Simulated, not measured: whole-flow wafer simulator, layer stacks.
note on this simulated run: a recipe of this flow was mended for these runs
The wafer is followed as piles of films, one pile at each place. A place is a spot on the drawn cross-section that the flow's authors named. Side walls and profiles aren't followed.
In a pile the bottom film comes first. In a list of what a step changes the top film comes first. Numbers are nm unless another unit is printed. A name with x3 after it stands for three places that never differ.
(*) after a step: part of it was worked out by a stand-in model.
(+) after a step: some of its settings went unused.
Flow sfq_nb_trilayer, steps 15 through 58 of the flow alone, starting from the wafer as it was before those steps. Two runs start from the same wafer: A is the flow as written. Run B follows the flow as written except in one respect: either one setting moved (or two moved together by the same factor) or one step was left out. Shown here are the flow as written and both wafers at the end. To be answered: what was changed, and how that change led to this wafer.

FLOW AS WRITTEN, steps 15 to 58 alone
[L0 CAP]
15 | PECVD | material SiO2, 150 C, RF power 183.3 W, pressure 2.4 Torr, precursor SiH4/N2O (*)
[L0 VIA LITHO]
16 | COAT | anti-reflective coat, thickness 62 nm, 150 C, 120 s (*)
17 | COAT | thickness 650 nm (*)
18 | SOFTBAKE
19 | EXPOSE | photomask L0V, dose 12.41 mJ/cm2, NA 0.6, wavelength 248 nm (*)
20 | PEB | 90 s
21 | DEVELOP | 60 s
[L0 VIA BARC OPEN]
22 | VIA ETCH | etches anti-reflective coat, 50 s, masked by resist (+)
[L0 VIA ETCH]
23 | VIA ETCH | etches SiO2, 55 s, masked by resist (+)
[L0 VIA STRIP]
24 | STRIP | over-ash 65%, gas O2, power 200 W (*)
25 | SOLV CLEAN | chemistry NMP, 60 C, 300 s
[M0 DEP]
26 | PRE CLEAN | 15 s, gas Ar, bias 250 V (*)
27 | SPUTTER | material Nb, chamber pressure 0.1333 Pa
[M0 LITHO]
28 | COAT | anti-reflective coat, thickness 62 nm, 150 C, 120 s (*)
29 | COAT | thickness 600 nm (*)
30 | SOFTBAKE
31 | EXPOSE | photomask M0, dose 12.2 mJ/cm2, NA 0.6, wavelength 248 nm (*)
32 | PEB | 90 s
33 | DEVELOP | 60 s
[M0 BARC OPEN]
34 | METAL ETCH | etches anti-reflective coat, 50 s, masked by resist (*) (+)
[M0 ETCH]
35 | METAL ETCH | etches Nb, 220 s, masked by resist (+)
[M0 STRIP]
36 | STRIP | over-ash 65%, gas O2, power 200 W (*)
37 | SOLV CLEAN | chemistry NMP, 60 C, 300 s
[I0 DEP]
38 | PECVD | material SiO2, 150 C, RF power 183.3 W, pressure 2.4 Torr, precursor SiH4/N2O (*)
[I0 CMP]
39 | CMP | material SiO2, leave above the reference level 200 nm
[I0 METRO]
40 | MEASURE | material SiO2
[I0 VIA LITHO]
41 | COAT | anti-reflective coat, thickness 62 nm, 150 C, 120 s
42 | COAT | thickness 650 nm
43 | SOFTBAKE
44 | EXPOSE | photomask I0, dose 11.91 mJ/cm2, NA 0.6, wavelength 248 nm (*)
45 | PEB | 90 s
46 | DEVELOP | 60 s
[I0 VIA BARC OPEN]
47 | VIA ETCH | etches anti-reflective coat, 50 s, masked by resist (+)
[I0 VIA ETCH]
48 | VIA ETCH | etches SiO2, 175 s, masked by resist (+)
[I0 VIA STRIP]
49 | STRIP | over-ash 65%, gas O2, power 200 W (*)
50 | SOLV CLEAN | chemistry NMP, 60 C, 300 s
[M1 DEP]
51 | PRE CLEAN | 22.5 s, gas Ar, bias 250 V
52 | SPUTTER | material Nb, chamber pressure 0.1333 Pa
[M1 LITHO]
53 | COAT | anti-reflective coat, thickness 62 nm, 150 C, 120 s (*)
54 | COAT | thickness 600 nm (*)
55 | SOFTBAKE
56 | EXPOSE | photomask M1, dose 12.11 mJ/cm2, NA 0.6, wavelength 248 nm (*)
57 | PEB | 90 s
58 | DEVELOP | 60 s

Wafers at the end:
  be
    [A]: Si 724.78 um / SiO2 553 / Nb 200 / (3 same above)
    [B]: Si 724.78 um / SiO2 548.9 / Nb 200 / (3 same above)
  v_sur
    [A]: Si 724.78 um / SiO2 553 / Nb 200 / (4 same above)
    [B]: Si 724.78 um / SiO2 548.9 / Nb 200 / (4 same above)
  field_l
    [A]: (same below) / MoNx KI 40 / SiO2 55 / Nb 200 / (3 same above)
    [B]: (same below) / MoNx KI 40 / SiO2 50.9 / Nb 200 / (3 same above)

The reason: step 15, PECVD: RF power 161.3 W was run, whereas the flow has RF power 183.3 W.

The path from the change to this, step by step:
  15 | PECVD | material SiO2, 150 C, RF power 183.3 W, pressure 2.4 Torr, precursor SiH4/N2O (*)
      v_sur, via_wl, via_w and 97 more: A SiO2 gains 60 | B SiO2 gains 55.9
      field_l, l0_sur, l0v, l0r_line_l, l0r_line_c, l0r_line_r: A SiO2 gains 60 (new film) | B SiO2 gains 55.9 (new film)
  23 | VIA ETCH | etches SiO2, 55 s, masked by resist (+)
      l0v: A SiO2 loses 59.7 (all of it), MoNx KI loses 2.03 | B SiO2 loses 55.5 (all of it), MoNx KI loses 2.45
  28 | COAT | anti-reflective coat, thickness 62 nm, 150 C, 120 s (*)
      l0_sur: A anti-reflective coat gains 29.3 (new film) | B anti-reflective coat gains 30.4 (new film)
      l0v: A anti-reflective coat gains 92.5 (new film) | B anti-reflective coat gains 90.5 (new film)
  36 | STRIP | over-ash 65%, gas O2, power 200 W (*)
      l0_sur: A KrF-resist-other-grade loses 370 (all of it), anti-reflective coat loses 29.3 (all of it) | B KrF-resist-other-grade loses 369.4 (all of it), anti-reflective coat loses 30.4 (all of it)
      l0v: A KrF-resist-other-grade loses 374.1 (all of it), anti-reflective coat loses 92.5 (all of it) | B KrF-resist-other-grade loses 372.4 (all of it), anti-reflective coat loses 90.5 (all of it)
